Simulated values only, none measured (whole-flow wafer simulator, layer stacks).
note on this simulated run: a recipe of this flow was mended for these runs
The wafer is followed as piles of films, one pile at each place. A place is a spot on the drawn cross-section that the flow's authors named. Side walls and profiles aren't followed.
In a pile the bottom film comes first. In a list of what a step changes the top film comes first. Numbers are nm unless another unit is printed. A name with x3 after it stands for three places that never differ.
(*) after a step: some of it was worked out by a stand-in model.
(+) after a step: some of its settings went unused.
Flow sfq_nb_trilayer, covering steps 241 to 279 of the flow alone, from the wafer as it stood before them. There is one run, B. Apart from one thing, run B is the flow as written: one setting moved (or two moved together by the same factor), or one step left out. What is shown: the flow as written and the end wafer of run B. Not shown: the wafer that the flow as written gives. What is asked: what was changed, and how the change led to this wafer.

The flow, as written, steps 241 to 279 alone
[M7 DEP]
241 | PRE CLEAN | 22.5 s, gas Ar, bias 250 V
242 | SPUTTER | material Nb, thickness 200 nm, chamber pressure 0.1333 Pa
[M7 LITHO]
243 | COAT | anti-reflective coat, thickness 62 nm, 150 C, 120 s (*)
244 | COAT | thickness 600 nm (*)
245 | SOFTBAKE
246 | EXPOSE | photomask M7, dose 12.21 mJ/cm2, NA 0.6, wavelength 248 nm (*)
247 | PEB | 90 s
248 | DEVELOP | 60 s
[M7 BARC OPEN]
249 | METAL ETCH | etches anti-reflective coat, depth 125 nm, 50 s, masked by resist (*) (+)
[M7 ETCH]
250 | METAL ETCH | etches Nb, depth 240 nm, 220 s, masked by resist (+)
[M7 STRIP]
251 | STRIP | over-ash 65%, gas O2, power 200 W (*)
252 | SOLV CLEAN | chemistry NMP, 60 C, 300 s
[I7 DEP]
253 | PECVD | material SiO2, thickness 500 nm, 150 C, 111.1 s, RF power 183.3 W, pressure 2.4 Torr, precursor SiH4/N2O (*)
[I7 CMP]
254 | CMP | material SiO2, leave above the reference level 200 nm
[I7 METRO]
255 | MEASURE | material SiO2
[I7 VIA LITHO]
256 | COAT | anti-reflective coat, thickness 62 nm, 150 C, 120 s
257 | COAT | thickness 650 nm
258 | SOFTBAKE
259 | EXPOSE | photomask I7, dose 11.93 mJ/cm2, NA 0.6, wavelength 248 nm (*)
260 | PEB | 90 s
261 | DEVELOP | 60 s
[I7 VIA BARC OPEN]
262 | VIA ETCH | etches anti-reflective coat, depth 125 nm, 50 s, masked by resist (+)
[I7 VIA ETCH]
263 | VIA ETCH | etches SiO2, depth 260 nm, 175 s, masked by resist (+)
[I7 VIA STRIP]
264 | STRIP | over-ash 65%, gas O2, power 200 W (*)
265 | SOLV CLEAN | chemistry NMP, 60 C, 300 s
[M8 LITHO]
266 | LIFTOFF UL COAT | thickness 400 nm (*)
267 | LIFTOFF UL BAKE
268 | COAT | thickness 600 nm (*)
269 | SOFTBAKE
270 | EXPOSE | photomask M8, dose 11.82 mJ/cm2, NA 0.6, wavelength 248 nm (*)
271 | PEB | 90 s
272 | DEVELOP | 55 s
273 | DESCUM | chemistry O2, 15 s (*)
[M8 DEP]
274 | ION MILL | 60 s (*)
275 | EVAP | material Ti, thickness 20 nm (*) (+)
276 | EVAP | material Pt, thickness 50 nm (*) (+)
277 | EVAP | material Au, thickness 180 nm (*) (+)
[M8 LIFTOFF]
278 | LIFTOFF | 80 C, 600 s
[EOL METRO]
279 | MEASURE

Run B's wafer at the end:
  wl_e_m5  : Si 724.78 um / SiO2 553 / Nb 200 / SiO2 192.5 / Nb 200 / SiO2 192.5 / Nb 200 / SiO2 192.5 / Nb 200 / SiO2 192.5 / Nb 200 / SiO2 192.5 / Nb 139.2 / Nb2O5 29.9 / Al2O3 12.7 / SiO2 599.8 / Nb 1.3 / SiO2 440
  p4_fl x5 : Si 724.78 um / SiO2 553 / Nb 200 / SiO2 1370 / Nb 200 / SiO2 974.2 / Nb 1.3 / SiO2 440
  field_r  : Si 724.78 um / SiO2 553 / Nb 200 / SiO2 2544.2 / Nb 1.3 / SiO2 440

Cause: step 242, SPUTTER: thickness 241.3 nm was run, while the flow as written has thickness 200 nm.

How this came from the change, step by step:
  242 | SPUTTER | material Nb, thickness 200 nm, chamber pressure 0.1333 Pa
      field_l, v_sur, via_wl and 102 more: +241.3 Nb (new film) (it would be, as written: +200 Nb (new film))
      via_v: +193 Nb (it would be, as written: +159.9 Nb)
  243 | COAT | anti-reflective coat, thickness 62 nm, 150 C, 120 s (*)
      via_v: +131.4 anti-reflective coat (new film) (it would be, as written: +128 anti-reflective coat (new film))
  250 | METAL ETCH | etches Nb, depth 240 nm, 220 s, masked by resist (+)
      field_l, field_r, lsp_l and 62 more: -240 Nb (it would be, as written: -200 Nb (all of it), -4 SiO2)
  251 | STRIP | over-ash 65%, gas O2, power 200 W (*)
      via_v: -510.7 KrF-resist-other-grade (all of it), -131.4 anti-reflective coat (all of it) (it would be, as written: -506.5 KrF-resist-other-grade (all of it), -128 anti-reflective coat (all of it))
  253 | PECVD | material SiO2, thickness 500 nm, 150 C, 111.1 s, RF power 183.3 W, pressure 2.4 Torr, precursor SiH4/N2O (*)
      field_l, p4_fl x5, p4_w1 x9 and 44 more: +500 SiO2 (new film) (it would be, as written: +500 SiO2)
      field_r, lsp_l: +473.2 SiO2 (new film) (it would be, as written: +477.2 SiO2)
      (and at 4 other places as well)
  254 | CMP | material SiO2, leave above the reference level 200 nm
      field_l, p4_fl x5, p4_w1 x9 and 44 more: -60 SiO2 (it would be, as written: -96 SiO2)
      field_r, lsp_l: -33.2 SiO2 (it would be, as written: -73.2 SiO2)
      (and at 3 other places as well)
Taking metal films that touch as one body, wl_e_m5 has 7 bodies (between them, from the top down: SiO2 599.8 / Al2O3 12.7 / Nb2O5 29.9; SiO2 192.5; SiO2 192.5; SiO2 192.5; SiO2 192.5; SiO2 192.5); the flow as written gives 6 bodies (between them, from the top down: SiO2 192.5; SiO2 192.5; SiO2 192.5; SiO2 192.5; SiO2 192.5).
Taking metal films that touch as one body, p4_fl x5 has 3 bodies (between them, from the top down: SiO2 974.2; SiO2 1370); the flow as written gives 2 bodies (between them, from the top down: SiO2 1370).
Taking metal films that touch as one body, field_r has 2 bodies (between them, from the top down: SiO2 2544.2); the flow as written gives 1 body.
